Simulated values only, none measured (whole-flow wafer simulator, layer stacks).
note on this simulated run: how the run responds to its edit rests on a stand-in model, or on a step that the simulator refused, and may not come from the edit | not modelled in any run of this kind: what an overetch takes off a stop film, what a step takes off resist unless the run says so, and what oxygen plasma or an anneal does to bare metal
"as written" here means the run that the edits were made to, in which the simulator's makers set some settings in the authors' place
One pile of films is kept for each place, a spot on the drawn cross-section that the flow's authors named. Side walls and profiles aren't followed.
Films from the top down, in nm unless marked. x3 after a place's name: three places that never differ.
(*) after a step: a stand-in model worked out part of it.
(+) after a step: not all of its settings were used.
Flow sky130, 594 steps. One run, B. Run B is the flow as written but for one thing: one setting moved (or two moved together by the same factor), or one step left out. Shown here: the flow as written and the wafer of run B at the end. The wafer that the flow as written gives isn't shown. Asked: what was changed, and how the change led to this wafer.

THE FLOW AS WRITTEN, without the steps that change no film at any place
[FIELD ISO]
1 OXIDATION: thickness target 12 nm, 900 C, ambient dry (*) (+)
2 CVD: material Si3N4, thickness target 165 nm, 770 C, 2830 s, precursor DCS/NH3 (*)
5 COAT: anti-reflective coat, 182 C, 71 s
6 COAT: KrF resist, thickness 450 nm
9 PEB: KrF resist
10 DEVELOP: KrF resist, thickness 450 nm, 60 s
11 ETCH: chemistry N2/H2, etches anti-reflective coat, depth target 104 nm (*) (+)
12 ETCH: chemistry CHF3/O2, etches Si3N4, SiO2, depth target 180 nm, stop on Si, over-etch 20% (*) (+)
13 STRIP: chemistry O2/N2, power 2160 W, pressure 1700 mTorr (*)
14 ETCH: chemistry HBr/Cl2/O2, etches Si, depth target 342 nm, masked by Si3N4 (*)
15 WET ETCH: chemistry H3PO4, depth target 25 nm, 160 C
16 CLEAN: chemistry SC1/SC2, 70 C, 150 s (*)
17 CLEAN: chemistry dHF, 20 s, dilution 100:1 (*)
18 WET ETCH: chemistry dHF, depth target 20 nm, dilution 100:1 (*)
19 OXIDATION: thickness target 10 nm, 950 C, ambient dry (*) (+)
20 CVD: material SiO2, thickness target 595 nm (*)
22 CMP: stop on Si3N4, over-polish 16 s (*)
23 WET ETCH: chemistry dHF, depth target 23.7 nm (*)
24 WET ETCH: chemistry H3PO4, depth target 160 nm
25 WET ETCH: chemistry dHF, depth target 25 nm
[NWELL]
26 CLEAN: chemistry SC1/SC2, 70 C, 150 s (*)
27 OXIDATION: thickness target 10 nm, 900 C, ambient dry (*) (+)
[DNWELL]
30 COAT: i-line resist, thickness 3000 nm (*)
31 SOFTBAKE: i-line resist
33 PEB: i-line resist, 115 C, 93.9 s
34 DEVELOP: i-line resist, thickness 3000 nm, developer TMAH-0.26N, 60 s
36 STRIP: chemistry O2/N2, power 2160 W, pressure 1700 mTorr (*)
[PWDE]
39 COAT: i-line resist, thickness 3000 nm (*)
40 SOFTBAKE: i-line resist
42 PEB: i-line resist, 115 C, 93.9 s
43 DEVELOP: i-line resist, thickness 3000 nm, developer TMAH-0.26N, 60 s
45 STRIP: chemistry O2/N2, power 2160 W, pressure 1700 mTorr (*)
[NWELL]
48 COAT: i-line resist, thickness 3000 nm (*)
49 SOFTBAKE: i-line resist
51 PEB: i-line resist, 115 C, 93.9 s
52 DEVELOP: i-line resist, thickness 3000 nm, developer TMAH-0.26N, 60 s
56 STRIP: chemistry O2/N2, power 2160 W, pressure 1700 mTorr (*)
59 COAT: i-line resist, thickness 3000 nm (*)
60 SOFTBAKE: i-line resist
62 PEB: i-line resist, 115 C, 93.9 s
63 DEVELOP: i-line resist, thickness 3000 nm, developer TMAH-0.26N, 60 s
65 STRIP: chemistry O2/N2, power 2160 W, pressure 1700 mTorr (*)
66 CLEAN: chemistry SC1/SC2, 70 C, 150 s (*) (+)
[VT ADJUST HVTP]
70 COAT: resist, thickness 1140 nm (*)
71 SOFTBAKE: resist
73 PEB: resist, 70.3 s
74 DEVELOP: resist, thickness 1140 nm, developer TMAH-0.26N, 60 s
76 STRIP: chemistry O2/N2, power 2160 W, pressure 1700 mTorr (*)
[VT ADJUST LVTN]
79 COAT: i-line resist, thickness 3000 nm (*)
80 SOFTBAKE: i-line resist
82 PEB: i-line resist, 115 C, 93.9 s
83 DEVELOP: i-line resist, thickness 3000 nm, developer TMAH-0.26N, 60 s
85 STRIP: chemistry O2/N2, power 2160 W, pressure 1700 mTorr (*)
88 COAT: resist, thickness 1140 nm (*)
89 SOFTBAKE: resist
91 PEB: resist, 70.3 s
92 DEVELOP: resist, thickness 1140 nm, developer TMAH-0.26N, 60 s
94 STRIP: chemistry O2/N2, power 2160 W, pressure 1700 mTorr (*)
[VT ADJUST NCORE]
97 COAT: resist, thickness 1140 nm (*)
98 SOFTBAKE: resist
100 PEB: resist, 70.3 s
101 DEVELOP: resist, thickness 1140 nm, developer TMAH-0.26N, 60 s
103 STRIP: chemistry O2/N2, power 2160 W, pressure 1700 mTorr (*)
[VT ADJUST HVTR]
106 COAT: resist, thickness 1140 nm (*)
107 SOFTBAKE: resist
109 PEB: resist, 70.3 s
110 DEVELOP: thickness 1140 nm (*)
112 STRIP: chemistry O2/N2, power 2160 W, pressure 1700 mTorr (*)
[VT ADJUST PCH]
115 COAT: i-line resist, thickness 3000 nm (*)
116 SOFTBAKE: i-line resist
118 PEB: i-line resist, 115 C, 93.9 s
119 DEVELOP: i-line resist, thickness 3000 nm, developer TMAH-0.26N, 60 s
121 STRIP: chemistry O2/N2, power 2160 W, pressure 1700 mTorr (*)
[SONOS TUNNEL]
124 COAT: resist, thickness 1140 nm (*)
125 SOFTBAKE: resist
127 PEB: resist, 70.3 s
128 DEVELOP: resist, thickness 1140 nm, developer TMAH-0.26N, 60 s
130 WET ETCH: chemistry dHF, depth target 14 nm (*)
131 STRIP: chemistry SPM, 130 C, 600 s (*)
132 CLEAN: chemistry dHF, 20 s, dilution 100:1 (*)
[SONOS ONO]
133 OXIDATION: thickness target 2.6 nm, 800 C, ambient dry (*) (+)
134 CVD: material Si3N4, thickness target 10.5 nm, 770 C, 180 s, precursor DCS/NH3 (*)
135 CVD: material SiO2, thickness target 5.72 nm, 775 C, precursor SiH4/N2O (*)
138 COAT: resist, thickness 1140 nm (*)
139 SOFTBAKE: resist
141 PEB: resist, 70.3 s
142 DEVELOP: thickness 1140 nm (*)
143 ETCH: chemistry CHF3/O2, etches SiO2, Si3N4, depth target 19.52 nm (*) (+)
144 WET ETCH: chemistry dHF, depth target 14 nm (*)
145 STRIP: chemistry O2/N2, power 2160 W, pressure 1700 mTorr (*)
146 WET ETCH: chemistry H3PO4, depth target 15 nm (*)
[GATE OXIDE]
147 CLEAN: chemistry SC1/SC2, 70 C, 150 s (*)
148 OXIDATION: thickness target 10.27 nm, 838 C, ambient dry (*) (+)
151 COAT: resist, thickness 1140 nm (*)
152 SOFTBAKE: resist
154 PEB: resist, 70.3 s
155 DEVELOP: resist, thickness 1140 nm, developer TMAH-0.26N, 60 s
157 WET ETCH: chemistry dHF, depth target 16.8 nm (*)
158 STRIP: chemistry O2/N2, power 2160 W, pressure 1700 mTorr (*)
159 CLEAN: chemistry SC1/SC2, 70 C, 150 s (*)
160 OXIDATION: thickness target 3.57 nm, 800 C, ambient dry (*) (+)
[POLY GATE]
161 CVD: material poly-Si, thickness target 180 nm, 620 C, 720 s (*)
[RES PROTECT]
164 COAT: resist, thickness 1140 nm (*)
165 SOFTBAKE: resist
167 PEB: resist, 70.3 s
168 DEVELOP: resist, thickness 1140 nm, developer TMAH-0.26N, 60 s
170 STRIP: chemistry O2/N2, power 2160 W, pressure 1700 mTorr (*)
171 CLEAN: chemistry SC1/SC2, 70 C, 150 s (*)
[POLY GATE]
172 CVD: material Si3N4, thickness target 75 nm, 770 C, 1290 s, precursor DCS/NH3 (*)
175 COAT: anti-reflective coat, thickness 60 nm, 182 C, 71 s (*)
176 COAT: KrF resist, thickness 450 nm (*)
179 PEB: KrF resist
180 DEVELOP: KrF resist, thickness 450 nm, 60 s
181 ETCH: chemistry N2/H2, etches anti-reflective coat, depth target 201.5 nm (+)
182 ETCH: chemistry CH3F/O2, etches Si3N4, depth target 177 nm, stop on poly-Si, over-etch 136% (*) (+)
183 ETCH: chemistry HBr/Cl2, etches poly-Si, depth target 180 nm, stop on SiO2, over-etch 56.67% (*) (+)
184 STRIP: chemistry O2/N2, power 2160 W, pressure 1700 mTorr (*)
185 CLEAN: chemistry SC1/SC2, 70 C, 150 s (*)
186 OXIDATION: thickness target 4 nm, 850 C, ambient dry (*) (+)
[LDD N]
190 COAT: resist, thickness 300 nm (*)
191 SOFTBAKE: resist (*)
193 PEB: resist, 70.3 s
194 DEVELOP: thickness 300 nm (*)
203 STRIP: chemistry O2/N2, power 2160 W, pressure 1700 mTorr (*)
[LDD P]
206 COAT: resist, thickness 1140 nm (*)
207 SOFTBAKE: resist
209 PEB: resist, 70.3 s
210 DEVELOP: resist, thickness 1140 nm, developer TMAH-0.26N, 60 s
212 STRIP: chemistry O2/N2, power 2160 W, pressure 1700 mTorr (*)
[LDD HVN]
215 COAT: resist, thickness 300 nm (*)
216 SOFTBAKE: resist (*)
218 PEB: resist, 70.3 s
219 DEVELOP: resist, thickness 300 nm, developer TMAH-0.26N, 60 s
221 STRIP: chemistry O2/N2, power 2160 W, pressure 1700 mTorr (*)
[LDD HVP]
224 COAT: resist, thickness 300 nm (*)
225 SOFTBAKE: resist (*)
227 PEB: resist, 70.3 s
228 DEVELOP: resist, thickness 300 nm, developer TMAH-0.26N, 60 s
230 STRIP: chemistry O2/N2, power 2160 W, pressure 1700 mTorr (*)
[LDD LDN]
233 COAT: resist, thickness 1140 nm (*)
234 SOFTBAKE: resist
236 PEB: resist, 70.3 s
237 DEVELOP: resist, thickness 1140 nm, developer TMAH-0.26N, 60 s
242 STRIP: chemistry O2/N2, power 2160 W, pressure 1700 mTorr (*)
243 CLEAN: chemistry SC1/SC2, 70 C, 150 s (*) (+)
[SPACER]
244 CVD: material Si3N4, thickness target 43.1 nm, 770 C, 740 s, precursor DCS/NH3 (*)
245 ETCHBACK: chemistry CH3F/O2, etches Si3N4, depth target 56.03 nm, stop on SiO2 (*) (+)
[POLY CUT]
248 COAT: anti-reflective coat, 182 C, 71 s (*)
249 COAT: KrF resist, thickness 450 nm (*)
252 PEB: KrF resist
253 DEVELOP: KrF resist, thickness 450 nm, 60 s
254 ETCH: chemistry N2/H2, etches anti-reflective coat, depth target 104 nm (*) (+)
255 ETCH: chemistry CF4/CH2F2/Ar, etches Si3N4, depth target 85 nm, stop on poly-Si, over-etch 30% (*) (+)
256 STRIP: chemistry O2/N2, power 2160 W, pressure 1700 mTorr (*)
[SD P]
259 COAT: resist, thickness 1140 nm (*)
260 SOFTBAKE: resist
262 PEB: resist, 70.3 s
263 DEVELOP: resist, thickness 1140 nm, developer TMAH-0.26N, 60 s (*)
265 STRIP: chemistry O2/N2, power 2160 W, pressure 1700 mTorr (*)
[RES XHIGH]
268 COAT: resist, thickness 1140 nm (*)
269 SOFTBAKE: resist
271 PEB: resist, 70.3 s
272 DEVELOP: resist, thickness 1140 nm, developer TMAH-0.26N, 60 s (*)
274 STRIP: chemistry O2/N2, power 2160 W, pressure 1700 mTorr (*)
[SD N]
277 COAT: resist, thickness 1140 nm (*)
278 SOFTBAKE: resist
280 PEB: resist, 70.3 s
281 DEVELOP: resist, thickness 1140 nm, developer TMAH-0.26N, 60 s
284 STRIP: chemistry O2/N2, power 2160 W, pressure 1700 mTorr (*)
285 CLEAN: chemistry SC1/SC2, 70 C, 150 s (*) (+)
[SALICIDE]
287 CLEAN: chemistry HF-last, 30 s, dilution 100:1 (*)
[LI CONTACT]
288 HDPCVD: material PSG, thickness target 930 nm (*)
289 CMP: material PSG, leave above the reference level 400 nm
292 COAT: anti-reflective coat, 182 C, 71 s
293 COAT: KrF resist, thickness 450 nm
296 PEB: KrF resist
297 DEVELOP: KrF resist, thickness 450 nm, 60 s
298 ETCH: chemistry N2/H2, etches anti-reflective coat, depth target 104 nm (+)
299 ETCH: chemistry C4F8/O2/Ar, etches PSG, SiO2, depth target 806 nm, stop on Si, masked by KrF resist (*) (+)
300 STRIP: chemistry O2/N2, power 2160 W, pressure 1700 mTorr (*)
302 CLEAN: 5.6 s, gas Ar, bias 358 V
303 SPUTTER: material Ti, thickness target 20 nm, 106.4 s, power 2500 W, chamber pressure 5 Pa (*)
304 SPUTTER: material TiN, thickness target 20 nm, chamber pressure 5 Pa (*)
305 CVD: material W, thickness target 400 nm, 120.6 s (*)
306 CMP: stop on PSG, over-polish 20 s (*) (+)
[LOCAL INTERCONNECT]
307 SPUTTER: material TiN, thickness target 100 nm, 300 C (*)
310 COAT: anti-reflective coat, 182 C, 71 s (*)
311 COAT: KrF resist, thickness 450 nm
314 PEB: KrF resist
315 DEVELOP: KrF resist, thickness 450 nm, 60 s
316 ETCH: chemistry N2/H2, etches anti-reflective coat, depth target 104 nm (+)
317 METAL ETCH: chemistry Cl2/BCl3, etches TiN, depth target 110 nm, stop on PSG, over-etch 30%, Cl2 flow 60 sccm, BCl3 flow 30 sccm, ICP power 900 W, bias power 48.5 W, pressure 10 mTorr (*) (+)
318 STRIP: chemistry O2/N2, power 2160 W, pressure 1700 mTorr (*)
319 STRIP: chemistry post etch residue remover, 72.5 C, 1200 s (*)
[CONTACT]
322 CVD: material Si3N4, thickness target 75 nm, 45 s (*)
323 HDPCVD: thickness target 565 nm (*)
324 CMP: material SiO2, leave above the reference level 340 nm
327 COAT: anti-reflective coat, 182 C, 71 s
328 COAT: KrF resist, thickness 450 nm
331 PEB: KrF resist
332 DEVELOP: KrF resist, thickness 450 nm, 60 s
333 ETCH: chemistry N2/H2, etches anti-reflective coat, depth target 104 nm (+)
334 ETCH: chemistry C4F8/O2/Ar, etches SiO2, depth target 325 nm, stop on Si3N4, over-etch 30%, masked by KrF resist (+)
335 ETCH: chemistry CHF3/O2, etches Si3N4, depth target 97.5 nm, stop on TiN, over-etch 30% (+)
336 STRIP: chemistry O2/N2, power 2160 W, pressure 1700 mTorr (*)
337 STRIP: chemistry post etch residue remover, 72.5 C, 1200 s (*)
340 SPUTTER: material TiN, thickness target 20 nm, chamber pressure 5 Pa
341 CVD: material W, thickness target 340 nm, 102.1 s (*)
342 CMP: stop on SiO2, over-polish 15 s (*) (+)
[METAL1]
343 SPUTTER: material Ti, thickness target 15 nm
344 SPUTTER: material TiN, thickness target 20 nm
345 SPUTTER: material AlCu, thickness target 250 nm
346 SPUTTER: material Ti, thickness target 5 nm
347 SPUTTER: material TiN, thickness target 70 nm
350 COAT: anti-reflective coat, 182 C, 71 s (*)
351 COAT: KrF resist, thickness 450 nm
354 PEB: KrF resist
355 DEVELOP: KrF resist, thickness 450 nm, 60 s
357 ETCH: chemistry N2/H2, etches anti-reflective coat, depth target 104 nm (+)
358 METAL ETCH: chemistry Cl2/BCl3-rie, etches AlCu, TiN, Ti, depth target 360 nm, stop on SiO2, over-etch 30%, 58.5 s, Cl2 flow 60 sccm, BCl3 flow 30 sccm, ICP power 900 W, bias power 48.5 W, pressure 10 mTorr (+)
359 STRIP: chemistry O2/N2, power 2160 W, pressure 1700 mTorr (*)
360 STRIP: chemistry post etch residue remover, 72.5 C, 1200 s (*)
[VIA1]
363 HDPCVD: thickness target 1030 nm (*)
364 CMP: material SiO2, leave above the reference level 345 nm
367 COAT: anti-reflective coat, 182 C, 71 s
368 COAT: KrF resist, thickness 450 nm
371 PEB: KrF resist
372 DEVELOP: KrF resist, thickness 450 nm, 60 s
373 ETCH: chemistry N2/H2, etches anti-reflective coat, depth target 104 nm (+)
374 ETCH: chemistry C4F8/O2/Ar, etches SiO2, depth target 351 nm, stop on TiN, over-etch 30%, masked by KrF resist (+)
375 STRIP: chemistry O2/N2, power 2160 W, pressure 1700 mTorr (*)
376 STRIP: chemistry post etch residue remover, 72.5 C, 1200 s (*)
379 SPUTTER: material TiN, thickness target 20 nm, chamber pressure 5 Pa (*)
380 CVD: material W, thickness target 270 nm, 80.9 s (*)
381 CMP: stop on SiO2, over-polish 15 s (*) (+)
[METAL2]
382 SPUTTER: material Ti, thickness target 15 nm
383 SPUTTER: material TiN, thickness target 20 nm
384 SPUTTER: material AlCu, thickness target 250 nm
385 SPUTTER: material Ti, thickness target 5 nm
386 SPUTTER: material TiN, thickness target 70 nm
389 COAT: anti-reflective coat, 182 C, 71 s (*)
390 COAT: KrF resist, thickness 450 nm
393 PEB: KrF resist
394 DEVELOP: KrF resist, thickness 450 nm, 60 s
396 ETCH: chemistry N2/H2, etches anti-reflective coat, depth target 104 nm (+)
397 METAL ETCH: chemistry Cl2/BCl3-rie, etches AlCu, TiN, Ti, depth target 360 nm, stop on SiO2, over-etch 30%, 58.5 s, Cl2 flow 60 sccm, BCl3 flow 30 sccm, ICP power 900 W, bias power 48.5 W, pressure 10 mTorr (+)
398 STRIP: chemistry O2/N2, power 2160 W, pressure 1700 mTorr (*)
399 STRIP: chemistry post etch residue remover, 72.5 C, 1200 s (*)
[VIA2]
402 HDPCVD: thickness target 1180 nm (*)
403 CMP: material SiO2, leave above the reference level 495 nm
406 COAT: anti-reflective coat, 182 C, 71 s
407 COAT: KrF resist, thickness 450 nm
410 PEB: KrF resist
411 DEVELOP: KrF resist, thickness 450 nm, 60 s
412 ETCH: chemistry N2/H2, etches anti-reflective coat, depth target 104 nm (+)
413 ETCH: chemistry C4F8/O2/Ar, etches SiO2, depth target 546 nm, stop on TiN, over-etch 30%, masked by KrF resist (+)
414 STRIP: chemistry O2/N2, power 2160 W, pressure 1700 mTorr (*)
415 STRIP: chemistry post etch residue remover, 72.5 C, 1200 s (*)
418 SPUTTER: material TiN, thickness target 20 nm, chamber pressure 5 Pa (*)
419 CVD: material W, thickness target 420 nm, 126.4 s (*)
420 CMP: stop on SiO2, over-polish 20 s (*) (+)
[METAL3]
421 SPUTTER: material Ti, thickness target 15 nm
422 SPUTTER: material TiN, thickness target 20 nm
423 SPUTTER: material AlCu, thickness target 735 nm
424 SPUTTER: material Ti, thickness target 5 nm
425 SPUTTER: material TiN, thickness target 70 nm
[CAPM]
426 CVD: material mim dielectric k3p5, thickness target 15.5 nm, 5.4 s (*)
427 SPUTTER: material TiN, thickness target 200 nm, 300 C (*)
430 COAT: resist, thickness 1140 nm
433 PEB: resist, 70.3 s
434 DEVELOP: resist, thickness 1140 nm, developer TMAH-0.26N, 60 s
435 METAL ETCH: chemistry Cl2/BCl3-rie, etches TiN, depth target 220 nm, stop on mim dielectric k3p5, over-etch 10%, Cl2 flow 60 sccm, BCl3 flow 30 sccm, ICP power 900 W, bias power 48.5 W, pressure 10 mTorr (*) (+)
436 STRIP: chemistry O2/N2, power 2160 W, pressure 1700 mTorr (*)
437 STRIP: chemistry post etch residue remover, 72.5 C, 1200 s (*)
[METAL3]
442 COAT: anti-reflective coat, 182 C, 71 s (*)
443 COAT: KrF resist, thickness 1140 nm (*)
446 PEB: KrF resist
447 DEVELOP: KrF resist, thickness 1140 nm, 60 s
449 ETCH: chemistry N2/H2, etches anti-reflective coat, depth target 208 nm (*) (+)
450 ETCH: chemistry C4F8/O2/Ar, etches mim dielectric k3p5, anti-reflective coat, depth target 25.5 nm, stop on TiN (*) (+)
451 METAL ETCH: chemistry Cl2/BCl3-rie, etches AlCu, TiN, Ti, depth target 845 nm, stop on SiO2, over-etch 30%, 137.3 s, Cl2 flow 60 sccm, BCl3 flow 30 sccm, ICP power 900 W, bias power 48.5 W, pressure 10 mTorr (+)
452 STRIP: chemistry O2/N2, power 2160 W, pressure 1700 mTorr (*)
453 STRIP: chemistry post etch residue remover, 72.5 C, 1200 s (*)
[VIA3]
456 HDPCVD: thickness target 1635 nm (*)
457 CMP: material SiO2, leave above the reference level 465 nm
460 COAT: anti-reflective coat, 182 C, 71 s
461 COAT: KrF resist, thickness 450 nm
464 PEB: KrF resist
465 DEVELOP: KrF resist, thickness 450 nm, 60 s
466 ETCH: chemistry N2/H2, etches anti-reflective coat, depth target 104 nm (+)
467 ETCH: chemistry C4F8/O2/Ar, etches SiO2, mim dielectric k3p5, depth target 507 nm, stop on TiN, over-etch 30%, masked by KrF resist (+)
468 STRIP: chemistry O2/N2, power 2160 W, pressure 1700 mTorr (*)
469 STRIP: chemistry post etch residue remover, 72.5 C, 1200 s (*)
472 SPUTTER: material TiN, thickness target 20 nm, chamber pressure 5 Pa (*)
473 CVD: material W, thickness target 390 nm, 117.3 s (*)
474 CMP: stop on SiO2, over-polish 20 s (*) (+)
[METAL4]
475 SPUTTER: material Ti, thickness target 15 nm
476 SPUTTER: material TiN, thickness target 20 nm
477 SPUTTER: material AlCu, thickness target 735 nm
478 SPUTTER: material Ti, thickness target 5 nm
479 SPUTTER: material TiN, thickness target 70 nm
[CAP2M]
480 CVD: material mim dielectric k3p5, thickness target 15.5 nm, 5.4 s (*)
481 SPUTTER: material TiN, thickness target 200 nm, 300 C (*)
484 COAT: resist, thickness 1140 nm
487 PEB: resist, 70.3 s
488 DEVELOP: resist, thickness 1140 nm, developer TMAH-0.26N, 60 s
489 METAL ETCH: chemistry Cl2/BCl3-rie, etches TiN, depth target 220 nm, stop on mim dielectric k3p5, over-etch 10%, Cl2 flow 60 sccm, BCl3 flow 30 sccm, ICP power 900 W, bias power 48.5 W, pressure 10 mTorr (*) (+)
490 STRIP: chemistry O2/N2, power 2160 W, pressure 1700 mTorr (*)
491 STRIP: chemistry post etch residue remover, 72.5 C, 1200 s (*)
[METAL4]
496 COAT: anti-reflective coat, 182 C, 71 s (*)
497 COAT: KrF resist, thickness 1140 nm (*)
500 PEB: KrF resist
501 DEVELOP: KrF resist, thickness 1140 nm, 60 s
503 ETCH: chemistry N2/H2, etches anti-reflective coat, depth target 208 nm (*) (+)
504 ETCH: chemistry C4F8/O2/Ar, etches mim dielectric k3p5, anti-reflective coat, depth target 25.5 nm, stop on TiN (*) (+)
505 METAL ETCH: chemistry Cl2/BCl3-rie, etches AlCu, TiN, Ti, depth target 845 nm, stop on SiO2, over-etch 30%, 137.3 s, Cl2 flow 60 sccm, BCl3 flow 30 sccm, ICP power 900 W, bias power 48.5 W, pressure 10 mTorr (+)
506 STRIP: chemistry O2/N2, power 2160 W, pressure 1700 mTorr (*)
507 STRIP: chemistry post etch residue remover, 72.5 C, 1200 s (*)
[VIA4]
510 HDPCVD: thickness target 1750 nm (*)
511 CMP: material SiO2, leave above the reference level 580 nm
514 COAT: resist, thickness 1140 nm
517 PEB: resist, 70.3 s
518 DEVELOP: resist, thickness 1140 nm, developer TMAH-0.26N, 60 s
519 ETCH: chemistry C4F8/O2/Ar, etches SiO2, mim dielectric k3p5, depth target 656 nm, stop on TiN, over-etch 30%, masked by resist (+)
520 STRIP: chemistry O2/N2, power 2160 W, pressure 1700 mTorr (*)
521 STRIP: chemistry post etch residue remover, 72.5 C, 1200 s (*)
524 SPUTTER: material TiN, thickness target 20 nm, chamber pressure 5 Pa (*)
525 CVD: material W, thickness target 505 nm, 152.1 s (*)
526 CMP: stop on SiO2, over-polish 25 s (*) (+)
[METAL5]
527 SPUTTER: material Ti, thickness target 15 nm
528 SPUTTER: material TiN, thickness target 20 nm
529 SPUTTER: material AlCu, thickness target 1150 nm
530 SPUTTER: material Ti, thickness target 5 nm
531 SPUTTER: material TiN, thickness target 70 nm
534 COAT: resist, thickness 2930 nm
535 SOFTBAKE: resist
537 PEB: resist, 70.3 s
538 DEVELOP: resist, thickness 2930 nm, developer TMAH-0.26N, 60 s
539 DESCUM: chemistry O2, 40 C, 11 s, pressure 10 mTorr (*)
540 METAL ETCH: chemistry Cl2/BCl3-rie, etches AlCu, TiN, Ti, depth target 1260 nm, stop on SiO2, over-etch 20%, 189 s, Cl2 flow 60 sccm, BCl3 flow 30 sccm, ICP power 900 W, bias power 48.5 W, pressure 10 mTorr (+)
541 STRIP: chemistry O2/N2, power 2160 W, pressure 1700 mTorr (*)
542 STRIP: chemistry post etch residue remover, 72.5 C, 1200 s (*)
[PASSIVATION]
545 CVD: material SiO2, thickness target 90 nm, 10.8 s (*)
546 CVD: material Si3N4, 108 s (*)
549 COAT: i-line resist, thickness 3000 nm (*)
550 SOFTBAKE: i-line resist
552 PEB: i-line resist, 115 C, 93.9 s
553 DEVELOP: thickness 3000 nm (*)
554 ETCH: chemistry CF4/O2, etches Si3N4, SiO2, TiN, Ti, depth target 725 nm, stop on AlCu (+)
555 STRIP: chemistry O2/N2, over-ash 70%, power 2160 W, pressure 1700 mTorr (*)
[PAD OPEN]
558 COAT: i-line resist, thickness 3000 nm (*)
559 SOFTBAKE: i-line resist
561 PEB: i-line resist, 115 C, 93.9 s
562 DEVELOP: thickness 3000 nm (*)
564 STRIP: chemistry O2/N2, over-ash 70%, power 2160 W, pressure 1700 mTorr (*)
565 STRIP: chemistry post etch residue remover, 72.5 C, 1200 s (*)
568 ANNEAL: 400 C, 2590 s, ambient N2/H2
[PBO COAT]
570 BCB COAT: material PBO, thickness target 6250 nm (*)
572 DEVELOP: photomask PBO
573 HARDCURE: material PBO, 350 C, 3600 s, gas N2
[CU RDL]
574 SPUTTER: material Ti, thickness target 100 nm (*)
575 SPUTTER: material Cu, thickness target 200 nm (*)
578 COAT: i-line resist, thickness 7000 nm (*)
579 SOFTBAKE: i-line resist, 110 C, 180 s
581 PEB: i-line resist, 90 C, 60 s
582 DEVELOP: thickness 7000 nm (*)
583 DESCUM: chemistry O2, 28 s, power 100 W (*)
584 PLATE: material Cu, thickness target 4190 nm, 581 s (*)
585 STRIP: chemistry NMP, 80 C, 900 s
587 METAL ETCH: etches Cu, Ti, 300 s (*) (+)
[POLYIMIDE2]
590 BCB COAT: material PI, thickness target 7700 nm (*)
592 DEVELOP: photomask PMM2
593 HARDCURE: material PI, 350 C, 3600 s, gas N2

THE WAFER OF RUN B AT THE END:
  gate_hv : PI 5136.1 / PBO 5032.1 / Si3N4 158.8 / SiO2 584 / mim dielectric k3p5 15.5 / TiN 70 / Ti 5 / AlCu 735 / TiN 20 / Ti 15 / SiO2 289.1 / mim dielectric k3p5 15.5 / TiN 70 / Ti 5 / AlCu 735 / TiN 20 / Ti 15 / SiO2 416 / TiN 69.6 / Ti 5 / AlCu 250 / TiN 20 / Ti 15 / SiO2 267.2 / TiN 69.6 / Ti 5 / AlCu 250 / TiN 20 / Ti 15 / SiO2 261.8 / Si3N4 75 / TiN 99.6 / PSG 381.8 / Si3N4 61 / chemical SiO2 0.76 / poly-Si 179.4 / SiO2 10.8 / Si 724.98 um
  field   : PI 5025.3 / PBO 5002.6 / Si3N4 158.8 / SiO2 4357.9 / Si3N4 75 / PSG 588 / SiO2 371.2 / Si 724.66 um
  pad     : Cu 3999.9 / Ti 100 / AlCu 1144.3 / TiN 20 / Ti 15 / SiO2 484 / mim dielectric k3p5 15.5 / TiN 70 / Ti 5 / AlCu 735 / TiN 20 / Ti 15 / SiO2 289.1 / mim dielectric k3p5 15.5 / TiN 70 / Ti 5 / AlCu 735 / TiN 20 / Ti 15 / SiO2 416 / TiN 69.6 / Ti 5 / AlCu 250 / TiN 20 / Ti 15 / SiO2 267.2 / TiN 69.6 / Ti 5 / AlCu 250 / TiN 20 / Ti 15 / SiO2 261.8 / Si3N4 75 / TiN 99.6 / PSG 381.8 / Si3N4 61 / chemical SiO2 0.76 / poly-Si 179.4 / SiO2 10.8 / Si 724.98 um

The cause: step 457, CMP: leave above the reference level 384 nm was run, where the flow has leave above the reference level 465 nm.

How the change led to this, step by step:
  457 CMP: material SiO2, leave above the reference level 465 nm
      n_well, p_well, gate_hv and 99 more: SiO2 -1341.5 (as written it would be: SiO2 -1260.5)
      field, active, gate and 82 more: SiO2 -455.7 (as written it would be: SiO2 -374.7)
      (and at 5 more places)
  467 ETCH: chemistry C4F8/O2/Ar, etches SiO2, mim dielectric k3p5, depth target 507 nm, stop on TiN, over-etch 30%, masked by KrF resist (+)
      field, active, n_well and 187 more: KrF resist -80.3 (as written it would be: KrF resist -101.4)
      m1: SiO2 -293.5 (all of it), mim dielectric k3p5 -15.5 (all of it) (as written it would be: SiO2 -374.5 (all of it), mim dielectric k3p5 -15.5 (all of it))
      (and at 1 more place)
  468 STRIP: chemistry O2/N2, power 2160 W, pressure 1700 mTorr (*)
      field, active, n_well and 187 more: KrF resist -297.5 (all of it), anti-reflective coat -80 (all of it) (as written it would be: KrF resist -276.4 (all of it), anti-reflective coat -80 (all of it))
  472 SPUTTER: material TiN, thickness target 20 nm, chamber pressure 5 Pa (*)
      m1, via3_hole: TiN +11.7 (as written it would be: TiN +10.6)
  473 CVD: material W, thickness target 390 nm, 117.3 s (*)
      m1: W +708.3 (new film) (as written it would be: W +790.5 (new film))
      via3_hole: W +707.7 (new film) (as written it would be: W +789.9 (new film))
